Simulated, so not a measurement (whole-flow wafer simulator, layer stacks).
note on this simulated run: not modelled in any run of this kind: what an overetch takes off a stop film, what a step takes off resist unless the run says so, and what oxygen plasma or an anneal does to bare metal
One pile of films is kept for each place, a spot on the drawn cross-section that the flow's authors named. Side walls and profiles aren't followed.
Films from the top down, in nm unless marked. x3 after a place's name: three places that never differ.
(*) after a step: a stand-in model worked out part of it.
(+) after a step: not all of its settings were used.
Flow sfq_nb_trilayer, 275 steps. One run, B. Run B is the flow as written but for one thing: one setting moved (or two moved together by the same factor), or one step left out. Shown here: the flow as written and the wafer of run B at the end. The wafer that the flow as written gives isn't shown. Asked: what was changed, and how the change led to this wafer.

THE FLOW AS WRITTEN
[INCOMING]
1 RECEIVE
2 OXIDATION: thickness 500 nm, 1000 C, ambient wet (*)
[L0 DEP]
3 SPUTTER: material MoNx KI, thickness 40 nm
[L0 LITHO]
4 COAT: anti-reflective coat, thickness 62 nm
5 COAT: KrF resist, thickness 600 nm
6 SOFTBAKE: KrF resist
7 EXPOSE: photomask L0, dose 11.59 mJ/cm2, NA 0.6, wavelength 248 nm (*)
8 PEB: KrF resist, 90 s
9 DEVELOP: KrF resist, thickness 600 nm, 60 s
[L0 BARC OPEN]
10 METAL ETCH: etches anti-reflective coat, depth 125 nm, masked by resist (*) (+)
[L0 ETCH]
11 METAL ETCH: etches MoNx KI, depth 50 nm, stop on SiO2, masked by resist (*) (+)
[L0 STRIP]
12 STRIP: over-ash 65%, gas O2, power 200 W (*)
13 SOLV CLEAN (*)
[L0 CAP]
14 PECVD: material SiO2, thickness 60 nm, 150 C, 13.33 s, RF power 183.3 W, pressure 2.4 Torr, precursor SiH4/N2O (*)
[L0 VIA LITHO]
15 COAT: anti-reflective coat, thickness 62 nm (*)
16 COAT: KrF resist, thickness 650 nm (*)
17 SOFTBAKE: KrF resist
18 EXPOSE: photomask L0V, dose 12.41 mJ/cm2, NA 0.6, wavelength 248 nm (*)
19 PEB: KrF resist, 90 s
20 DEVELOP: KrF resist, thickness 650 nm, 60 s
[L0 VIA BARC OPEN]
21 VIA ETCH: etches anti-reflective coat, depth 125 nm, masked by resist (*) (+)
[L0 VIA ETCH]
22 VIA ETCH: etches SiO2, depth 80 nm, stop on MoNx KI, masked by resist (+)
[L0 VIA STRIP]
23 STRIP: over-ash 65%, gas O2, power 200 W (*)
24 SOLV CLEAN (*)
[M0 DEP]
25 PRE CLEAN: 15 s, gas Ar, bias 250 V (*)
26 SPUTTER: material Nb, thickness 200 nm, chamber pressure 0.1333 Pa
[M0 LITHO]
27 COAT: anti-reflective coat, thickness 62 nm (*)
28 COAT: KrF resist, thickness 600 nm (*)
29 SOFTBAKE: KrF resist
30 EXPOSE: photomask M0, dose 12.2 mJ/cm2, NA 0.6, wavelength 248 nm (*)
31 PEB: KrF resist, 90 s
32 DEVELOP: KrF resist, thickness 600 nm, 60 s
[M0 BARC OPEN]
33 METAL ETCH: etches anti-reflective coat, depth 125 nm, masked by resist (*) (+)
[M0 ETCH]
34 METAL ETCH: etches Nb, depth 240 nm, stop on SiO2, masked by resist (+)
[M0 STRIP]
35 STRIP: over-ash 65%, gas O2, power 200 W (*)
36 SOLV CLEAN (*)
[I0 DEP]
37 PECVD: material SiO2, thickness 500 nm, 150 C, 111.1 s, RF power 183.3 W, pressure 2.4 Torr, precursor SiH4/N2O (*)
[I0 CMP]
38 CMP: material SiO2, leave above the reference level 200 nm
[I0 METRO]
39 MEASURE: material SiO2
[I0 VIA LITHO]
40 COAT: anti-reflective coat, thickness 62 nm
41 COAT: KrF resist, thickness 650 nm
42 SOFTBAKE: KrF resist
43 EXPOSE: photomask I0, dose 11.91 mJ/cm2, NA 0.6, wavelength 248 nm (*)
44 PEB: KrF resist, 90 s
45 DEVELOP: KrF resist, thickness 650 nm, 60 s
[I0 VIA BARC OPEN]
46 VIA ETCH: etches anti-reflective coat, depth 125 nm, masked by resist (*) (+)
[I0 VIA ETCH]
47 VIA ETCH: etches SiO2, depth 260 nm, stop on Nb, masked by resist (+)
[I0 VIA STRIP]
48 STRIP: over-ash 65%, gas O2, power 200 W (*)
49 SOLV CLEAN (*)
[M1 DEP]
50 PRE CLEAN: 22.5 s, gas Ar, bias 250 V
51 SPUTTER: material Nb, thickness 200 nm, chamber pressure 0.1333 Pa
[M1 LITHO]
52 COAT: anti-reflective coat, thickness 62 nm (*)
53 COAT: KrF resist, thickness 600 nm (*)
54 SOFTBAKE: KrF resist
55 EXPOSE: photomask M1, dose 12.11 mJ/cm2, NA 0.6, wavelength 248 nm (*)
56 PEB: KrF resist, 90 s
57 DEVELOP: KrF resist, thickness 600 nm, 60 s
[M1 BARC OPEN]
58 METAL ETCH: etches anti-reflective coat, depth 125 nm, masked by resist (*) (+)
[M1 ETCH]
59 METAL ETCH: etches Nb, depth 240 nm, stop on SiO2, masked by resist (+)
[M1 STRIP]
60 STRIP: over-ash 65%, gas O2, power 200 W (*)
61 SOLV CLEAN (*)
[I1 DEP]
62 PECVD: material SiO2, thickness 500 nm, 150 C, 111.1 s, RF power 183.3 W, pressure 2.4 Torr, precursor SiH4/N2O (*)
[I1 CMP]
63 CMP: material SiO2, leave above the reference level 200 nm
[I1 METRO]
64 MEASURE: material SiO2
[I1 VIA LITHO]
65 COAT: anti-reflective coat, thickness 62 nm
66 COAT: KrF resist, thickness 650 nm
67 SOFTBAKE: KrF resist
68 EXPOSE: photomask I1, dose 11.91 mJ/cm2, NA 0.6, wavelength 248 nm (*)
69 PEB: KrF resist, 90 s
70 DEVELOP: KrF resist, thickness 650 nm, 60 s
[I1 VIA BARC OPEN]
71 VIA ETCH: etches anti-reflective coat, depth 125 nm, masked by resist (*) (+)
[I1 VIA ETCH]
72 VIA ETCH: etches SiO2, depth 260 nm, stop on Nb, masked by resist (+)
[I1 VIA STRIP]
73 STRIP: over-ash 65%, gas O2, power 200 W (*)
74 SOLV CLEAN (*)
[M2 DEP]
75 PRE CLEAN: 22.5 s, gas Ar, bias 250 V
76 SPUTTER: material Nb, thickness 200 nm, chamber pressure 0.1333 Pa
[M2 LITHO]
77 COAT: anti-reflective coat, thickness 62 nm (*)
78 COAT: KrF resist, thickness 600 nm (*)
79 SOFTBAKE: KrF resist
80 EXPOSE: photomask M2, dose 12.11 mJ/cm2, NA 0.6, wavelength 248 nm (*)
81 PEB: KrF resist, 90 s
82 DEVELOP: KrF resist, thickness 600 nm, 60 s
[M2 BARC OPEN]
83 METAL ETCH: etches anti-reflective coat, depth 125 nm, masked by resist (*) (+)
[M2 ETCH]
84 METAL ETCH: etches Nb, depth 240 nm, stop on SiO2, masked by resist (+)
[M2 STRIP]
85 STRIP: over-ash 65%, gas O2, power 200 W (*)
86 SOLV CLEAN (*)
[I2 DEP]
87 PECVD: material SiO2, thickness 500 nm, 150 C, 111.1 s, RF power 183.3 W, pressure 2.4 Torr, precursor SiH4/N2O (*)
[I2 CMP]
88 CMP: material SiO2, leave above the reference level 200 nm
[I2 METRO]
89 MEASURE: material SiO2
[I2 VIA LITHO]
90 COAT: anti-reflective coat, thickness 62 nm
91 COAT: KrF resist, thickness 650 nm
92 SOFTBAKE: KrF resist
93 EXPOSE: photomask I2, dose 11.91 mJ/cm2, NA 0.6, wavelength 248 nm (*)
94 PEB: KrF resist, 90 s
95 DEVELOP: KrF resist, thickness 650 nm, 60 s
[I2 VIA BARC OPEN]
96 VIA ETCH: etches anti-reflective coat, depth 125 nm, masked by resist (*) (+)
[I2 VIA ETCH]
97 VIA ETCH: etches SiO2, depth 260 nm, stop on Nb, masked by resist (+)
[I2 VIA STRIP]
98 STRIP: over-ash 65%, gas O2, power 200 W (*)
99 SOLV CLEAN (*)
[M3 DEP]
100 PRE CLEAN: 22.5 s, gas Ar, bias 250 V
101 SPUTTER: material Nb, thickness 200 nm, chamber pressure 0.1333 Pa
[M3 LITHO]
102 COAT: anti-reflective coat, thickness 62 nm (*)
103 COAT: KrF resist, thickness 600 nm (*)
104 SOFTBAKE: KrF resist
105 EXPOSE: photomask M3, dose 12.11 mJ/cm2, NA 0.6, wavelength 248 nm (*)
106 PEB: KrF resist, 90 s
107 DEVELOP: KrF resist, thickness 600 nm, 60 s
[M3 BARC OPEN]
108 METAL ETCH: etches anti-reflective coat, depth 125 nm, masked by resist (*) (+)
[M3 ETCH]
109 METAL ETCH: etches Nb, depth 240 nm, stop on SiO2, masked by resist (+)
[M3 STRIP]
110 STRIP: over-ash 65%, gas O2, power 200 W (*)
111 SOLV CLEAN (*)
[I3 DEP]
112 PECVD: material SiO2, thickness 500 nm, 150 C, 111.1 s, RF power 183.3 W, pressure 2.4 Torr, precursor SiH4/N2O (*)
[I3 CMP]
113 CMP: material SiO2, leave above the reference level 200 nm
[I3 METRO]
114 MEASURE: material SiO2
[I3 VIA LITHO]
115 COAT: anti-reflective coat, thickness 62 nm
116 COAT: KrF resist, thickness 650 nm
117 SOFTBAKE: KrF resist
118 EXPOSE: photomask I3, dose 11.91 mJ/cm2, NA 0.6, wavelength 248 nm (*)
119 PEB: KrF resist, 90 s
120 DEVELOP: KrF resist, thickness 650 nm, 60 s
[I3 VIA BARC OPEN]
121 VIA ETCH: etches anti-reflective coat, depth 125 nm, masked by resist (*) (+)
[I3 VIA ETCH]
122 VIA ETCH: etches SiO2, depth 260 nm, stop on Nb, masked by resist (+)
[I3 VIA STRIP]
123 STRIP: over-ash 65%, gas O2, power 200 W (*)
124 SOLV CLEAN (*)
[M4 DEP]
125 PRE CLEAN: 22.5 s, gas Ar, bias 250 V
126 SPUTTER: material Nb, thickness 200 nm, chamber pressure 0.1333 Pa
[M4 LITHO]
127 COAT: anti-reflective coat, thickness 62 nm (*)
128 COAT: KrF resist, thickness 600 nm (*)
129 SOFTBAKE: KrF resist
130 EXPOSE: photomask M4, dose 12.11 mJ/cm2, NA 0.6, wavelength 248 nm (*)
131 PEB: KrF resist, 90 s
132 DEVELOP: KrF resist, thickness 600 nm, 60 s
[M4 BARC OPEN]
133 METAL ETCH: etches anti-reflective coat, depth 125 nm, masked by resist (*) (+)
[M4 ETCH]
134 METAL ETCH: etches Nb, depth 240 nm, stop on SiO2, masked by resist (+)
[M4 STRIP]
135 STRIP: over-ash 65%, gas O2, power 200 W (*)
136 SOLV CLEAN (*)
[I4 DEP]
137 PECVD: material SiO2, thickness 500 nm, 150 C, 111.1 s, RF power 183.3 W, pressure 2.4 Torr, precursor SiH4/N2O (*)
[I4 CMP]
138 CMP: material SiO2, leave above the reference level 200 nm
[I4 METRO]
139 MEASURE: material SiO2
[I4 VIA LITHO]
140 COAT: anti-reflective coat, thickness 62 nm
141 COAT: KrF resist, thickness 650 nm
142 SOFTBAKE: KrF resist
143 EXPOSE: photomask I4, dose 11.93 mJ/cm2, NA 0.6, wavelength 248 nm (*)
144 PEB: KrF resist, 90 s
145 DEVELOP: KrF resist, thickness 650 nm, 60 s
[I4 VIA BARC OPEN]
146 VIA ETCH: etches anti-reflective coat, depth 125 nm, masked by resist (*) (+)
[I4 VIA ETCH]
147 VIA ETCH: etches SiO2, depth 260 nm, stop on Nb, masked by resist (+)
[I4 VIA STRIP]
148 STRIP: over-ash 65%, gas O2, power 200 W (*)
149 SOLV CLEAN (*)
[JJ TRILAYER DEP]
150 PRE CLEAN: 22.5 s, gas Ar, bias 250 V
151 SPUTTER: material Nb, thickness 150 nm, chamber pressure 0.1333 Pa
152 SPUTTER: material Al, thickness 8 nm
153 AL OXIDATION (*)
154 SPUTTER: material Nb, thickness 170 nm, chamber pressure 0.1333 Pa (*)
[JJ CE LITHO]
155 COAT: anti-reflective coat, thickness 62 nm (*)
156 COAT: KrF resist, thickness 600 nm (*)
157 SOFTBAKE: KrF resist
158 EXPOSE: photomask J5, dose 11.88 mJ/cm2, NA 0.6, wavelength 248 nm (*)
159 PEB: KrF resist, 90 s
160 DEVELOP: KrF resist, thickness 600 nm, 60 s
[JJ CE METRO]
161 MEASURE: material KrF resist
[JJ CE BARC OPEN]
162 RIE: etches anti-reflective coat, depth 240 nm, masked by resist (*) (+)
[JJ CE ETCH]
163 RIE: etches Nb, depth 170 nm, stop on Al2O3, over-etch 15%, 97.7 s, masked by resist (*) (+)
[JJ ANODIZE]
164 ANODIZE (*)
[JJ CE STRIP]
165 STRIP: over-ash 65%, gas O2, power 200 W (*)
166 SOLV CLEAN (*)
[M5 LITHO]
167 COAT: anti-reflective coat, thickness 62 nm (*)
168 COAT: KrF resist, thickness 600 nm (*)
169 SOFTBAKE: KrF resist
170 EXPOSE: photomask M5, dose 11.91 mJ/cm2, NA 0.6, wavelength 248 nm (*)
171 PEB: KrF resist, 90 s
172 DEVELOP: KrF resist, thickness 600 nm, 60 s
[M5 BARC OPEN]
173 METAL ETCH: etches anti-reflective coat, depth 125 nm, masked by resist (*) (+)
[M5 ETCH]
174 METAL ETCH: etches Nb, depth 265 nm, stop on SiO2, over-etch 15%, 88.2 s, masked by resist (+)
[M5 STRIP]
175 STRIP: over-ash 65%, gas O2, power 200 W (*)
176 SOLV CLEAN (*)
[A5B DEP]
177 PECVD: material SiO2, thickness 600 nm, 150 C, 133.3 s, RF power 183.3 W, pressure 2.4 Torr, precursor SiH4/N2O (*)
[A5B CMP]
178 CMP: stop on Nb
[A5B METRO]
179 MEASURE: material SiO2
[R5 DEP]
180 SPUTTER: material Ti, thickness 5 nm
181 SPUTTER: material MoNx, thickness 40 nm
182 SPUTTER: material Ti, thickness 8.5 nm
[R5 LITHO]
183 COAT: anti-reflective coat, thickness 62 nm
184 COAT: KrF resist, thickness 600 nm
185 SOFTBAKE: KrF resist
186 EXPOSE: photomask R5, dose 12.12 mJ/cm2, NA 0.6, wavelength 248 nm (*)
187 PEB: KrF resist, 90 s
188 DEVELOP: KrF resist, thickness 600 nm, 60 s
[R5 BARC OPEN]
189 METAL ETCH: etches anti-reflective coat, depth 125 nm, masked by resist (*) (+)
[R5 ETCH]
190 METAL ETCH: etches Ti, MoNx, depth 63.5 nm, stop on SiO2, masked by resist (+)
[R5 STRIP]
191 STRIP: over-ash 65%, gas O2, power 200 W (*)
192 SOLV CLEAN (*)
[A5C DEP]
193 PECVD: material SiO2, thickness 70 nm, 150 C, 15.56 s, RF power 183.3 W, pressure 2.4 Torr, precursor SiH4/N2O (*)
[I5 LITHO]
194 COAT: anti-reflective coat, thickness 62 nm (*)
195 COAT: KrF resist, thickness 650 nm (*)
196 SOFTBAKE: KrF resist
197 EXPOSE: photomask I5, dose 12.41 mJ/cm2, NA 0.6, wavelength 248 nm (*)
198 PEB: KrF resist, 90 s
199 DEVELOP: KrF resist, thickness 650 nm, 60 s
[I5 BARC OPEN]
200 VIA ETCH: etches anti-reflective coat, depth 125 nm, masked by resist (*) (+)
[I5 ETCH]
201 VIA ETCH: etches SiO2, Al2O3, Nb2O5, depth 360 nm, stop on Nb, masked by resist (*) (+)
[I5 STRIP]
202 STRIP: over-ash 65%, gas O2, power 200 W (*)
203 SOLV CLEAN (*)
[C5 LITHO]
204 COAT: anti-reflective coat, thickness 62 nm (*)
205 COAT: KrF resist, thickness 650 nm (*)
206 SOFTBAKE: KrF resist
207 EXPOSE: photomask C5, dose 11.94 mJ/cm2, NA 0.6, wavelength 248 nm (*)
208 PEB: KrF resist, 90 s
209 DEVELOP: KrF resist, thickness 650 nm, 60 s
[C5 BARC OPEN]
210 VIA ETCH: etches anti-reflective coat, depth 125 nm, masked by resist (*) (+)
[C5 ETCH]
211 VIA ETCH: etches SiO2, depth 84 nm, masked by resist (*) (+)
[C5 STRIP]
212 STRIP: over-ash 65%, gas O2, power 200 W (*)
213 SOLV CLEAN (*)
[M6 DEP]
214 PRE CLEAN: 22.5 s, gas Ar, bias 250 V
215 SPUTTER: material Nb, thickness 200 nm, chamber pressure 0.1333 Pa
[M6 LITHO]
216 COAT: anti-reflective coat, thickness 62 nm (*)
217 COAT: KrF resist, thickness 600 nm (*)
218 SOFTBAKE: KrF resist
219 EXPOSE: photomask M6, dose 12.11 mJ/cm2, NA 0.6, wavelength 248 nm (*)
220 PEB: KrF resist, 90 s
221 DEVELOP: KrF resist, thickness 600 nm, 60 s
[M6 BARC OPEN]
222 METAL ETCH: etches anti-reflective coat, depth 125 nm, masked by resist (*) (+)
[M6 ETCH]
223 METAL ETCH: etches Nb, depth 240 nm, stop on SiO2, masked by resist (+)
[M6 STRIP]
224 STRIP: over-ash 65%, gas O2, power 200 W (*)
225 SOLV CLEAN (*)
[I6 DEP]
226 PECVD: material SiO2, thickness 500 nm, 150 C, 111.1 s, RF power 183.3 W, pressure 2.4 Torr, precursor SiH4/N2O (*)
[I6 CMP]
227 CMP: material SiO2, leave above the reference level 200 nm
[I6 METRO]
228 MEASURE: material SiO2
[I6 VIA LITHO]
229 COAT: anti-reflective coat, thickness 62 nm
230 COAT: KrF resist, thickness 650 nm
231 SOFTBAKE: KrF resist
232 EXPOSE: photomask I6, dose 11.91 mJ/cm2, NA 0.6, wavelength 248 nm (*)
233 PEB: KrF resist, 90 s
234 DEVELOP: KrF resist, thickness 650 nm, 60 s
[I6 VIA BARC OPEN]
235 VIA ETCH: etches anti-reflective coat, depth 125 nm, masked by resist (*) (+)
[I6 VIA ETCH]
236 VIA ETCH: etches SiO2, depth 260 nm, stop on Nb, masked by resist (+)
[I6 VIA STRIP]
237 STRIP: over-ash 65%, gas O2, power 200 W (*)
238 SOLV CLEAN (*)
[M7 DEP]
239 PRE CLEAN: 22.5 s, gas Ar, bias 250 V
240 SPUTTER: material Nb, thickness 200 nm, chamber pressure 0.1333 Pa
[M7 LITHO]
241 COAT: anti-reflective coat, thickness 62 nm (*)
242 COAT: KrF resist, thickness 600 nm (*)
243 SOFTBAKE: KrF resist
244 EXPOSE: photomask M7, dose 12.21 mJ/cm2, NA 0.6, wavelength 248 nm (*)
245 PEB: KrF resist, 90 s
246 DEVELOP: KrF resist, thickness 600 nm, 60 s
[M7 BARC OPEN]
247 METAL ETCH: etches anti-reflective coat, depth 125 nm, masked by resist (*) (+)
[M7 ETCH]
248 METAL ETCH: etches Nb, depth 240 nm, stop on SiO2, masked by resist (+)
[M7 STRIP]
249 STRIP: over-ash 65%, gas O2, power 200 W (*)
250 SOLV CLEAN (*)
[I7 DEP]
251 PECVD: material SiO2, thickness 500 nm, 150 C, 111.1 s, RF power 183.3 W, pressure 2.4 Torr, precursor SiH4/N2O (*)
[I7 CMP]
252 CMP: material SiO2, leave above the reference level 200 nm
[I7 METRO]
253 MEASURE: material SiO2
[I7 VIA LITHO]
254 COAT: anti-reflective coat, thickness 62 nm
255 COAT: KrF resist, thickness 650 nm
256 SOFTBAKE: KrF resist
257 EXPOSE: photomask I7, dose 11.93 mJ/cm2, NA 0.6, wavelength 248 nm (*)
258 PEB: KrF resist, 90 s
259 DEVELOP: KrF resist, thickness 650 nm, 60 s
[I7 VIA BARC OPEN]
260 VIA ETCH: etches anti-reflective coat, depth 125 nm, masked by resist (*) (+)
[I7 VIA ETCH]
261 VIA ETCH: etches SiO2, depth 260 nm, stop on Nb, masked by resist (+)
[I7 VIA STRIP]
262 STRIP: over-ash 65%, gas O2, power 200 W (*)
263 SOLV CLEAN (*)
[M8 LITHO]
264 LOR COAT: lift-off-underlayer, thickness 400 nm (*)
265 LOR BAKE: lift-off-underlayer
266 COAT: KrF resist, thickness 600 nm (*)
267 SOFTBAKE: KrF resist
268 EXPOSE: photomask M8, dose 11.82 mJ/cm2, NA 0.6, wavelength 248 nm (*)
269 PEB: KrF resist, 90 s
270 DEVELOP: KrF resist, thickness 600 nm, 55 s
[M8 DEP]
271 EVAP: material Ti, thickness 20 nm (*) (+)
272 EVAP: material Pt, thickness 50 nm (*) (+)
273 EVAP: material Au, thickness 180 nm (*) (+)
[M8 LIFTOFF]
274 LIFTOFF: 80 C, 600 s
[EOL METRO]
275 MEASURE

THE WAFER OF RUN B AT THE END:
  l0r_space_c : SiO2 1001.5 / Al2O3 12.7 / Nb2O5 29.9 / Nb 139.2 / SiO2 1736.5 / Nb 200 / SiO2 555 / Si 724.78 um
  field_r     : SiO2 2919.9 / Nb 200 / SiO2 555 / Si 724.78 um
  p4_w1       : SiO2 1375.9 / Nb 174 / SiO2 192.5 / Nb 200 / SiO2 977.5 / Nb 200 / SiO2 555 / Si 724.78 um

The cause: step 126, SPUTTER: thickness 174 nm was run, where the flow has thickness 200 nm.
It can be read off the wafer: p4_w1 has Nb 174, and step 126 as written asks for 200 nm.

How the change led to this, step by step:
  126 SPUTTER: material Nb, thickness 200 nm, chamber pressure 0.1333 Pa
      field_l, v_sur, via_wl and 102 more: Nb +174 (new film) (as written it would be: Nb +200 (new film))
      via_v: Nb +143.8 (as written it would be: Nb +165.5)
  134 METAL ETCH: etches Nb, depth 240 nm, stop on SiO2, masked by resist (+)
      field_l, be, be_sur and 64 more: Nb -174 (all of it) (as written it would be: Nb -200 (all of it))
  137 PECVD: material SiO2, thickness 500 nm, 150 C, 111.1 s, RF power 183.3 W, pressure 2.4 Torr, precursor SiH4/N2O (*)
      p3_s0, p3_s1, p3_s2, p3_s3, p3_s4, p3_s5: SiO2 +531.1 (as written it would be: SiO2 +557.1)
  138 CMP: material SiO2, leave above the reference level 200 nm
      field_l, be, be_sur and 55 more: SiO2 -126 (as written it would be: SiO2 -100)
      lsp_r, l0_sur, l0v: SiO2 -119 (as written it would be: SiO2 -91.9)
